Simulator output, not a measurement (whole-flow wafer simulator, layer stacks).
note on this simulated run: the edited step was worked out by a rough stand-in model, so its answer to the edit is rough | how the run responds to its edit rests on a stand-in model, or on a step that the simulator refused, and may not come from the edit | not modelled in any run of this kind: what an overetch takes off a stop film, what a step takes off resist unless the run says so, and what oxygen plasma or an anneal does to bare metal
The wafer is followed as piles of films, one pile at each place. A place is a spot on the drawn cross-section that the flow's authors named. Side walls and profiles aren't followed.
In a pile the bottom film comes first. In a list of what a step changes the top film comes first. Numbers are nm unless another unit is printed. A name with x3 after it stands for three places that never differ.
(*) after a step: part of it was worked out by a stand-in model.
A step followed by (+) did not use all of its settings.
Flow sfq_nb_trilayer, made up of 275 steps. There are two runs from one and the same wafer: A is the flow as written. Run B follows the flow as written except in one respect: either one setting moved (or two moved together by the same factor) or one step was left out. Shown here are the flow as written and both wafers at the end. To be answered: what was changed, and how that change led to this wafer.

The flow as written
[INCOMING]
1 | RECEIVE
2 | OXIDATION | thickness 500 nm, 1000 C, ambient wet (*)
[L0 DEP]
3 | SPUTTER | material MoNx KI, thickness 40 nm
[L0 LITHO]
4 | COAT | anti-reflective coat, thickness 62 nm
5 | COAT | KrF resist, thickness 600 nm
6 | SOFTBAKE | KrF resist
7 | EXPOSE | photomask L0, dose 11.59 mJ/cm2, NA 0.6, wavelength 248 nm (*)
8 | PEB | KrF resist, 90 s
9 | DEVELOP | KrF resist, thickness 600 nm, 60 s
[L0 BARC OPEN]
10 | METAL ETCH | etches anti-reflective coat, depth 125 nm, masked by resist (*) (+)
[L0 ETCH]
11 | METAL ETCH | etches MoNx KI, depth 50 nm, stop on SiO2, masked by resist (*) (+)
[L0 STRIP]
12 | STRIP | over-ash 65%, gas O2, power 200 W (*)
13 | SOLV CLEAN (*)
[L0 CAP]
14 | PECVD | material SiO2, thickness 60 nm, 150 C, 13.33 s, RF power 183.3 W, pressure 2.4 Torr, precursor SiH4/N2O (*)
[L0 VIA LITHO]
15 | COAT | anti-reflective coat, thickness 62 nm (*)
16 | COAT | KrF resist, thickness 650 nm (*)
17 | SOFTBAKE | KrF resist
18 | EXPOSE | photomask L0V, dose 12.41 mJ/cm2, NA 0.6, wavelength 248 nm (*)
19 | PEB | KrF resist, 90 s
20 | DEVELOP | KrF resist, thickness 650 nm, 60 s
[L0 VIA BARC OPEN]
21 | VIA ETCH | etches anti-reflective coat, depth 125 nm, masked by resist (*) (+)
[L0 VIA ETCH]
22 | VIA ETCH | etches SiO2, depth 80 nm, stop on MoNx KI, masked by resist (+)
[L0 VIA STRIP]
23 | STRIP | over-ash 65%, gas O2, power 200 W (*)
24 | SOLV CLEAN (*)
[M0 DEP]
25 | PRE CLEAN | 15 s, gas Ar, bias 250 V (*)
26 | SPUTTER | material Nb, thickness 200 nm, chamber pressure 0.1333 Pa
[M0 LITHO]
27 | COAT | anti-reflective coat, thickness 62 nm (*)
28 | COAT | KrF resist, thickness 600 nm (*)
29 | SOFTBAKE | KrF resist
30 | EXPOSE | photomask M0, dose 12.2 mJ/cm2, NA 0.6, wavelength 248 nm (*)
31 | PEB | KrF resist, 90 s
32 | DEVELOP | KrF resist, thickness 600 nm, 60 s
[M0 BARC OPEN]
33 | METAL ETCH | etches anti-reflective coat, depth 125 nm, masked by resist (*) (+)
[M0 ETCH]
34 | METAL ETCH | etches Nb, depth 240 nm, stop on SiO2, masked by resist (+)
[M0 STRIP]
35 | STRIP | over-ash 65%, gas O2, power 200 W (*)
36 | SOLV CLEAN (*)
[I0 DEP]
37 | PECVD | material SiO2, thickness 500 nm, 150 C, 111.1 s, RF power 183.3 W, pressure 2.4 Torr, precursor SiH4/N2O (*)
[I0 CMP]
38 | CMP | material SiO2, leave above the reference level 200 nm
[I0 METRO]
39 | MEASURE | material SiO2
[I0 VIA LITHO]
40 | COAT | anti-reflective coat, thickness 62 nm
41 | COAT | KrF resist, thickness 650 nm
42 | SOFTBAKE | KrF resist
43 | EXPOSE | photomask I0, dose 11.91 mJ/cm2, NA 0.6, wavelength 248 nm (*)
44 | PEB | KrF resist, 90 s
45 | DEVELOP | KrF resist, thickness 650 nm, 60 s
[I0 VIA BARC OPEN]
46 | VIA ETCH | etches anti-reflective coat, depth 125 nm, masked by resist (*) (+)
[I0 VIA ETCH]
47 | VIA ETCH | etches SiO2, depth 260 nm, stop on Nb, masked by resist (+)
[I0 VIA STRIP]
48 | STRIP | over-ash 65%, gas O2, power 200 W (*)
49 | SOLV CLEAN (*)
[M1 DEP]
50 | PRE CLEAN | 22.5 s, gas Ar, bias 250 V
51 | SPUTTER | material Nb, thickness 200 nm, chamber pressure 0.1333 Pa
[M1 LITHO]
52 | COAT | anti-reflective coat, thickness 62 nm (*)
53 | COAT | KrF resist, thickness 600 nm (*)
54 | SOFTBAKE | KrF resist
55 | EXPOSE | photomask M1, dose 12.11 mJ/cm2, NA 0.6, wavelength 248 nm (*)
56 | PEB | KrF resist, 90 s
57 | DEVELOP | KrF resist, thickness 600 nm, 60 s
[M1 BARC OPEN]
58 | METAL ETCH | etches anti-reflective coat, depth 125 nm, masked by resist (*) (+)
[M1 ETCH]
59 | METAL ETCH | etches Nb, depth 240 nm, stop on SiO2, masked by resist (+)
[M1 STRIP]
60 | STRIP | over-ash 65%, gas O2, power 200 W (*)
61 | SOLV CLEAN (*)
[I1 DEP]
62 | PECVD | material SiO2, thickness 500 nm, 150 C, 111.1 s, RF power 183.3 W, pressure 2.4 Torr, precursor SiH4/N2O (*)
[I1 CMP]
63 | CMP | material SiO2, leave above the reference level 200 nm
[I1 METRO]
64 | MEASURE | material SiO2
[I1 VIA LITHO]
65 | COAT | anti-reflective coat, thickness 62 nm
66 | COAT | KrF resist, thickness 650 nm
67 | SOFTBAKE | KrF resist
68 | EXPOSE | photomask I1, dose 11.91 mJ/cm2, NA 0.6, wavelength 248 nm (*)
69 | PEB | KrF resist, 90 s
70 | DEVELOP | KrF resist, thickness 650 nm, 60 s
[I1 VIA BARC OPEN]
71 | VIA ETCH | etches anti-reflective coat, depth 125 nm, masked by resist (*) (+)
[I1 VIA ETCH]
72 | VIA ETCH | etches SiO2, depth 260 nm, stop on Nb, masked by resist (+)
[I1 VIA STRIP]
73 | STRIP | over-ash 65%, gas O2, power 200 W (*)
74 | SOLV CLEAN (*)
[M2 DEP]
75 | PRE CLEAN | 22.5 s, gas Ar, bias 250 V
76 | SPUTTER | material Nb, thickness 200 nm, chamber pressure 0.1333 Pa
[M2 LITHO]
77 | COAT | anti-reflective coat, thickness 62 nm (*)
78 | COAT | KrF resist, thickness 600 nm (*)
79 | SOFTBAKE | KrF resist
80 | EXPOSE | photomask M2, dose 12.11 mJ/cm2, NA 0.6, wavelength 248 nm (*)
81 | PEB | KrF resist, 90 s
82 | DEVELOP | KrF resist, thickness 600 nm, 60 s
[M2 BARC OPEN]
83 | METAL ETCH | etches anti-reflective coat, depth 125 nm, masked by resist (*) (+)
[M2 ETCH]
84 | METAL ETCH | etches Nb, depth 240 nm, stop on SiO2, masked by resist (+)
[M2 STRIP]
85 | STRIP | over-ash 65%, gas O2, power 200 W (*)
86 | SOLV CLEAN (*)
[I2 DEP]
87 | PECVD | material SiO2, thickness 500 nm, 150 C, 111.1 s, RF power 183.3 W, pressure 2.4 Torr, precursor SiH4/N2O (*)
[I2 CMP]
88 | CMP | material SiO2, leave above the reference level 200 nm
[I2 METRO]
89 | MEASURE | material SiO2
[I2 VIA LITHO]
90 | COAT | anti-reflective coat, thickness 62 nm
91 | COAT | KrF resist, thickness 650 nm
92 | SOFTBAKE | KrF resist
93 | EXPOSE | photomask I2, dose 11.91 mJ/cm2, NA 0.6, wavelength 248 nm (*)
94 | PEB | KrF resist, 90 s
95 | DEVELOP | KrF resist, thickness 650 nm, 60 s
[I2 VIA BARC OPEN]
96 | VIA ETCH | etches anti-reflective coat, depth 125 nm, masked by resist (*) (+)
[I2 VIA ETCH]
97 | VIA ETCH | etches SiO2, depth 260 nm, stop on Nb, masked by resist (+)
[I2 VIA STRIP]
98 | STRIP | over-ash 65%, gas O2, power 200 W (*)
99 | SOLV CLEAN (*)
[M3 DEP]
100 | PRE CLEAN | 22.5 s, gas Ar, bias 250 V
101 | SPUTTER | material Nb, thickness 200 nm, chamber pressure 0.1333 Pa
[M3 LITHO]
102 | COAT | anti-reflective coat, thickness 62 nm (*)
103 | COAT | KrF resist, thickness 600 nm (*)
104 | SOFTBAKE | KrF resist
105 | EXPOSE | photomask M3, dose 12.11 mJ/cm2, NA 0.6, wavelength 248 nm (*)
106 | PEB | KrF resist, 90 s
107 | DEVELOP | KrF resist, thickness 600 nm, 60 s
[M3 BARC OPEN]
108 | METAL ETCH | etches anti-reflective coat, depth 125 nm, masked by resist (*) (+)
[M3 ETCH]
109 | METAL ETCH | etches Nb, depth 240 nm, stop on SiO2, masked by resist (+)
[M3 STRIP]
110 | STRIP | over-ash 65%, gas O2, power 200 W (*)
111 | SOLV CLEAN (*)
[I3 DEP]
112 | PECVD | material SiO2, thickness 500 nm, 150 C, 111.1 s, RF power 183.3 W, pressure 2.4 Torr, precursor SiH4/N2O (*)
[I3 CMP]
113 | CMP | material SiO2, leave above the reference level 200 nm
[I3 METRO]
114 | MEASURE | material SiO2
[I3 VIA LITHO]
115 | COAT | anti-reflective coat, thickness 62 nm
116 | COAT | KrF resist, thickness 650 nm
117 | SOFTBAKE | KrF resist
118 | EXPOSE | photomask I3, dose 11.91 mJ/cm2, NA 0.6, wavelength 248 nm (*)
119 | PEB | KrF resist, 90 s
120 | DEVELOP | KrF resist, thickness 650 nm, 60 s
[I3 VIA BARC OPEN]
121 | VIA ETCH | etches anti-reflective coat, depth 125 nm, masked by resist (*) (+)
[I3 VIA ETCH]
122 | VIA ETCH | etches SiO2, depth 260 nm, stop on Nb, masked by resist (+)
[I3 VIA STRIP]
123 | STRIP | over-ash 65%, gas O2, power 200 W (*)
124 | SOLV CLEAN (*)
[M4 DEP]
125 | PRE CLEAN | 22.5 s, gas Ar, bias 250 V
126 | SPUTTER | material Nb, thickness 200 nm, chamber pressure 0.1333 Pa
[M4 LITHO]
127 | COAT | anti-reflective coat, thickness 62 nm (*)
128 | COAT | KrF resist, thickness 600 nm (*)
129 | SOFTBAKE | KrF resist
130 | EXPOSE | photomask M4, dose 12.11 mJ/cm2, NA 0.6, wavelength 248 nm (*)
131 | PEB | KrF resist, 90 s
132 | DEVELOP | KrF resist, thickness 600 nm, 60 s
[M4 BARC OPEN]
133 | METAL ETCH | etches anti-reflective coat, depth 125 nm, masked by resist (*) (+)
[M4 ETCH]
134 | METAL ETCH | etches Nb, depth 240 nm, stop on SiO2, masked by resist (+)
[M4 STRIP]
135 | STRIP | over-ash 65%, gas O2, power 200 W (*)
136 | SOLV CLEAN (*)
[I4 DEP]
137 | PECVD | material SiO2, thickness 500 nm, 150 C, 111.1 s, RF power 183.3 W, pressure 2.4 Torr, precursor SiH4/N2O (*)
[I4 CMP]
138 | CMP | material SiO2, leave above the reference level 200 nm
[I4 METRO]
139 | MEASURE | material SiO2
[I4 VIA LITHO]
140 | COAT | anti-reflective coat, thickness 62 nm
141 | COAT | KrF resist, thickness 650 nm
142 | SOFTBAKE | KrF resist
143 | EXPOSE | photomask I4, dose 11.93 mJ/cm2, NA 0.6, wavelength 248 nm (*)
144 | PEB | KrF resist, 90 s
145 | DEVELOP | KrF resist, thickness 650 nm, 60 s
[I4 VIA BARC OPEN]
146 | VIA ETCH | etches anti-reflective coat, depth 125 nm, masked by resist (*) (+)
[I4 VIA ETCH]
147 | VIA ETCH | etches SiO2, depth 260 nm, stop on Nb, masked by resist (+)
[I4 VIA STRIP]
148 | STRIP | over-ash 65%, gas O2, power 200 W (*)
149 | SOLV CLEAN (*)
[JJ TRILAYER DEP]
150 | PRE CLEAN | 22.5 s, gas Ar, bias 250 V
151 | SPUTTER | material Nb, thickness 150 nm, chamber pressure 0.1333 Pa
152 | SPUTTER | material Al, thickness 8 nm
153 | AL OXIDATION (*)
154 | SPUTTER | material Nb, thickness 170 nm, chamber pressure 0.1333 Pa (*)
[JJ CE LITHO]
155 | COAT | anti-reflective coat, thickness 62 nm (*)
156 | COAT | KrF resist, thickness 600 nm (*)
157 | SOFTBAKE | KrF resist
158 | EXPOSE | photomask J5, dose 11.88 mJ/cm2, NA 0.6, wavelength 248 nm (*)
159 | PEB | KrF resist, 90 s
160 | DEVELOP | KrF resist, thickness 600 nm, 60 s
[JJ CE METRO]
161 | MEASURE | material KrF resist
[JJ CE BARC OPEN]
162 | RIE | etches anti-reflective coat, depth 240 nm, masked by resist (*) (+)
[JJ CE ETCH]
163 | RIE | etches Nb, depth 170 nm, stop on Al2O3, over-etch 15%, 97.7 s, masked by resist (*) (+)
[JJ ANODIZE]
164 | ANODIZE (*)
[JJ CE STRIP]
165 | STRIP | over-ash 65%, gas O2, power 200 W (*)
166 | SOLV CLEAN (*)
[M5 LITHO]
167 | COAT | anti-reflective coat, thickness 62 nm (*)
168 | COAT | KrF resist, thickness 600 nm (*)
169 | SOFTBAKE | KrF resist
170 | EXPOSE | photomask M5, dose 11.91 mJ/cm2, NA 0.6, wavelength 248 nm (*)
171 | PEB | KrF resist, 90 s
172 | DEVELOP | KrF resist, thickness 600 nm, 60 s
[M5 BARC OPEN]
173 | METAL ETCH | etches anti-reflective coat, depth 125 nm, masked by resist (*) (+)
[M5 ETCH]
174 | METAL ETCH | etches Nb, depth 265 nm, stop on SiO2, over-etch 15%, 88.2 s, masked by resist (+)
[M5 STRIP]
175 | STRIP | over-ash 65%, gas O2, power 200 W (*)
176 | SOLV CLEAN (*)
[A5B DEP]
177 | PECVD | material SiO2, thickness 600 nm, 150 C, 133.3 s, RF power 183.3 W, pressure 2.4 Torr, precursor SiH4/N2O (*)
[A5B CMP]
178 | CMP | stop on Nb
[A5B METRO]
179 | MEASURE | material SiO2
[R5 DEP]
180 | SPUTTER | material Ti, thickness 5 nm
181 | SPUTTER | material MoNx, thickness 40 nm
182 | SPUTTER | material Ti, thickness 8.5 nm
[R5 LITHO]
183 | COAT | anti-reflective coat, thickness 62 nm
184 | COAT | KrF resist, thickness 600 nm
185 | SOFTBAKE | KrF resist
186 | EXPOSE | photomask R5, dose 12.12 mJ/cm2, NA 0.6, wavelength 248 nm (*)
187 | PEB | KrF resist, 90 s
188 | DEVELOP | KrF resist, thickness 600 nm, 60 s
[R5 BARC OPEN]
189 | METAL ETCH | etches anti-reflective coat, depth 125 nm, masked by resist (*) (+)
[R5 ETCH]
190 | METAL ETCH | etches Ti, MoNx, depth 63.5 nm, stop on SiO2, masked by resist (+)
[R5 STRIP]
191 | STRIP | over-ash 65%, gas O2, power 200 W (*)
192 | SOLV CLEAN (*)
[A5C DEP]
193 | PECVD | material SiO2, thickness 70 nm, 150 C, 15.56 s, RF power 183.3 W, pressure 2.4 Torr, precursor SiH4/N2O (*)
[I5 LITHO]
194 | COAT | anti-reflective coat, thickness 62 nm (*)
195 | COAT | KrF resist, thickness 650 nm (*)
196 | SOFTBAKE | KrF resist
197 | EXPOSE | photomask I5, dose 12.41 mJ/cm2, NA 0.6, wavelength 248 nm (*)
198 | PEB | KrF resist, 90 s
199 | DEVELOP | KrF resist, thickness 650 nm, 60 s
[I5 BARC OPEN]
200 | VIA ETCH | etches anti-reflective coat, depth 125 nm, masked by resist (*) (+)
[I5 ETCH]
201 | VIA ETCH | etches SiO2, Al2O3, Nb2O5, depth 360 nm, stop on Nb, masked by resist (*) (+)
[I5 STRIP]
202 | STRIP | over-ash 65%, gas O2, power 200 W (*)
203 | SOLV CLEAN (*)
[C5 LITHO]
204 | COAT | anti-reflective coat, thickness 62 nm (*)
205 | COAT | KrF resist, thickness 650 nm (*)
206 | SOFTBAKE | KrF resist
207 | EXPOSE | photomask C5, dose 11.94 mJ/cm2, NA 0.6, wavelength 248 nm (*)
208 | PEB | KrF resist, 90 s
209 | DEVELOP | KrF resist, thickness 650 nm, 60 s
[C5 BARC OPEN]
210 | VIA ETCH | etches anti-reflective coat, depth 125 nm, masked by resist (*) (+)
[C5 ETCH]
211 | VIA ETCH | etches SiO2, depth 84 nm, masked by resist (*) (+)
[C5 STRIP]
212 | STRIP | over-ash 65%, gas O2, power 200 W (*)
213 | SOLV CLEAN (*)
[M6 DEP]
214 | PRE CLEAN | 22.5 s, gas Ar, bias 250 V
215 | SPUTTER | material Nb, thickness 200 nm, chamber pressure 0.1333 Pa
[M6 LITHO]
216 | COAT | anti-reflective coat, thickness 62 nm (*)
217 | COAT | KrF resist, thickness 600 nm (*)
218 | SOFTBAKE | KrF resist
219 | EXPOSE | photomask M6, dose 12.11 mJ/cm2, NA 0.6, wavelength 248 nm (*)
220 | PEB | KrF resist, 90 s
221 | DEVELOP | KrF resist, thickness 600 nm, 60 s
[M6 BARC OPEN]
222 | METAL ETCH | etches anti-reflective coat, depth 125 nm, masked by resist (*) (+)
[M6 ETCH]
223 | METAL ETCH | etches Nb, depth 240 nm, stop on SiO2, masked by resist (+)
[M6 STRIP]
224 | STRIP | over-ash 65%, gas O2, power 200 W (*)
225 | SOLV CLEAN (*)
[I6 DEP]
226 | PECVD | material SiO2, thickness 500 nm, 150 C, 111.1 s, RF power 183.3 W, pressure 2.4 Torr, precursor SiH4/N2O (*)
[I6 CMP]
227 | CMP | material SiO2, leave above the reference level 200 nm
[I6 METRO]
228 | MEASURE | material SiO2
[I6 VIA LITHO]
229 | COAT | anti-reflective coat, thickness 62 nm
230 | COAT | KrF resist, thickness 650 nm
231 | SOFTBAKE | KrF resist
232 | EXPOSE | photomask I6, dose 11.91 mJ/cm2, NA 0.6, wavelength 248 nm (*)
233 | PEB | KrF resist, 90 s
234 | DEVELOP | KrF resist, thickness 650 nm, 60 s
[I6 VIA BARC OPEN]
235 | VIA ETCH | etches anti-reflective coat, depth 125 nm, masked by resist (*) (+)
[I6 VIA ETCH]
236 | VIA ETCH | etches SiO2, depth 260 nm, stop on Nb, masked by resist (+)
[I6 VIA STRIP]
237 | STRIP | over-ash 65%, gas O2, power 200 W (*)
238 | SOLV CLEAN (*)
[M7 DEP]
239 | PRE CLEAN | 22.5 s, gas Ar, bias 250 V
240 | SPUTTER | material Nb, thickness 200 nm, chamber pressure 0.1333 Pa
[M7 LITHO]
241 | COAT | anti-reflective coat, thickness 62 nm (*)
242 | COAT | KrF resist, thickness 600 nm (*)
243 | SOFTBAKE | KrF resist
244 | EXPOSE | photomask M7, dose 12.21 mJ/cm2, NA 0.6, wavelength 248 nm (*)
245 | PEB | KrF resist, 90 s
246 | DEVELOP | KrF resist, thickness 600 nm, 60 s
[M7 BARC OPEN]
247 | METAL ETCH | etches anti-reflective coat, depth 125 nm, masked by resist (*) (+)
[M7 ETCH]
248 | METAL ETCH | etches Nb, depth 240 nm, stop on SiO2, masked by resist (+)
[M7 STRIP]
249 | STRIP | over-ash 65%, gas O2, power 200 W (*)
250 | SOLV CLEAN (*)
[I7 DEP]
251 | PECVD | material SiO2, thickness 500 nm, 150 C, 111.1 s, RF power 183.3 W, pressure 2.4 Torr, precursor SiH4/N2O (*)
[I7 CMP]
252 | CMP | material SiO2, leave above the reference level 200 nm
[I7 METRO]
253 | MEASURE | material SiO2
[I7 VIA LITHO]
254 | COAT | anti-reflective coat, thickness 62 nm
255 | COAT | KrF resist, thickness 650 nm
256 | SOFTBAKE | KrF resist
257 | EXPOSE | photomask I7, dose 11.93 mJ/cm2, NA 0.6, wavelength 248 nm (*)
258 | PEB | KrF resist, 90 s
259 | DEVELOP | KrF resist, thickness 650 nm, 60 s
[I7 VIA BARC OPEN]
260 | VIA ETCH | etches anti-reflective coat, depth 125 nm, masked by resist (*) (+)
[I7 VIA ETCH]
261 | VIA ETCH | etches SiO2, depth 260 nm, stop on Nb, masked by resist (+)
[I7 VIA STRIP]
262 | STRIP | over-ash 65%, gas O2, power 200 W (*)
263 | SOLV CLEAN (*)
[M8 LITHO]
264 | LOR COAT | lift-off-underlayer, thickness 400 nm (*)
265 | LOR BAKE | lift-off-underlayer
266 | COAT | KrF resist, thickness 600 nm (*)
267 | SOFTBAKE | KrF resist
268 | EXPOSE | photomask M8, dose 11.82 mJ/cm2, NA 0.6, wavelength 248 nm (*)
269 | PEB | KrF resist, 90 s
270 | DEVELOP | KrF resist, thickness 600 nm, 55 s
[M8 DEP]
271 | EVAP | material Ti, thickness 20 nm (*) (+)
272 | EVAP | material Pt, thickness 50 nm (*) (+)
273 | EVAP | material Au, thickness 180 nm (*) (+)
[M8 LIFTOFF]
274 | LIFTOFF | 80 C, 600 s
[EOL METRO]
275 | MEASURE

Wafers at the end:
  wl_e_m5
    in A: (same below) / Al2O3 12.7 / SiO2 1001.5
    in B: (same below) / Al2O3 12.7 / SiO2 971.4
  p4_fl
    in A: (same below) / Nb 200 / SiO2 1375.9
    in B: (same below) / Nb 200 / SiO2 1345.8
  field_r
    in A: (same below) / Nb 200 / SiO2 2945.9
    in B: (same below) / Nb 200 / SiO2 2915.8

What caused this: step 193, PECVD: thickness 39.9 nm was run, while the flow as written has thickness 70 nm; step 193, PECVD: 8.867 s was run, where the flow has 15.56 s.

How this came from the change, step by step:
  193 | PECVD | material SiO2, thickness 70 nm, 150 C, 15.56 s, RF power 183.3 W, pressure 2.4 Torr, precursor SiH4/N2O (*)
      field_l, v_sur, via_wl and 92 more: A +70 SiO2 | B +39.9 SiO2
      ce_l, c5j, ce_r and 8 more: A +70 SiO2 (new film) | B +39.9 SiO2 (new film)
  201 | VIA ETCH | etches SiO2, Al2O3, Nb2O5, depth 360 nm, stop on Nb, masked by resist (*) (+)
      be: A -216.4 SiO2 (all of it), -12.7 Al2O3 (all of it), -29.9 Nb2O5 (all of it) | B -186.3 SiO2 (all of it), -12.7 Al2O3 (all of it), -29.9 Nb2O5 (all of it)
  204 | COAT | anti-reflective coat, thickness 62 nm (*)
      be: A +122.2 anti-reflective coat (new film) | B +117.7 anti-reflective coat (new film)
  205 | COAT | KrF resist, thickness 650 nm (*)
      be: A +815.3 KrF resist (new film) | B +793.8 KrF resist (new film)
  211 | VIA ETCH | etches SiO2, depth 84 nm, masked by resist (*) (+)
      field_l, v_sur, via_wl and 101 more: A -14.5 KrF resist | B -10.3 KrF resist
      c5j: A -69.9 SiO2 (all of it), -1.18 Nb | B -39.8 SiO2 (all of it), -1.65 Nb
      (as well as at 1 more place)
  212 | STRIP | over-ash 65%, gas O2, power 200 W (*)
      be: A -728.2 KrF resist (all of it), -122.2 anti-reflective coat (all of it) | B -710.8 KrF resist (all of it), -117.7 anti-reflective coat (all of it)
  215 | SPUTTER | material Nb, thickness 200 nm, chamber pressure 0.1333 Pa
      be: A +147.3 Nb | B +154.2 Nb
      c5j: A +188.4 Nb | B +196.3 Nb
      (as well as at 1 more place)
  216 | COAT | anti-reflective coat, thickness 62 nm (*)
      be: A +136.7 anti-reflective coat (new film) | B +131 anti-reflective coat (new film)
      jj_sur: A +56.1 anti-reflective coat (new film) | B +57.5 anti-reflective coat (new film)
      (as well as at 7 more places)
  217 | COAT | KrF resist, thickness 600 nm (*)
      be: A +793.9 KrF resist (new film) | B +768.2 KrF resist (new film)
      res: A +605.2 KrF resist (new film) | B +589.5 KrF resist (new film)
  224 | STRIP | over-ash 65%, gas O2, power 200 W (*)
      be: A -575.8 KrF resist (all of it), -136.7 anti-reflective coat (all of it) | B -550.2 KrF resist (all of it), -131 anti-reflective coat (all of it)
      jj_sur: A -378.5 KrF resist (all of it), -56.1 anti-reflective coat (all of it) | B -380.4 KrF resist (all of it), -57.5 anti-reflective coat (all of it)
      (as well as at 7 more places)
  226 | PECVD | material SiO2, thickness 500 nm, 150 C, 111.1 s, RF power 183.3 W, pressure 2.4 Torr, precursor SiH4/N2O (*)
      be: A +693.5 SiO2 (new film) | B +656.5 SiO2 (new film)
      c5j: A +514.7 SiO2 (new film) | B +500 SiO2 (new film)
  227 | CMP | material SiO2, leave above the reference level 200 nm
      c5j: A -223 SiO2 | B -245.8 SiO2
      res: A -279.4 SiO2 | B -316.6 SiO2
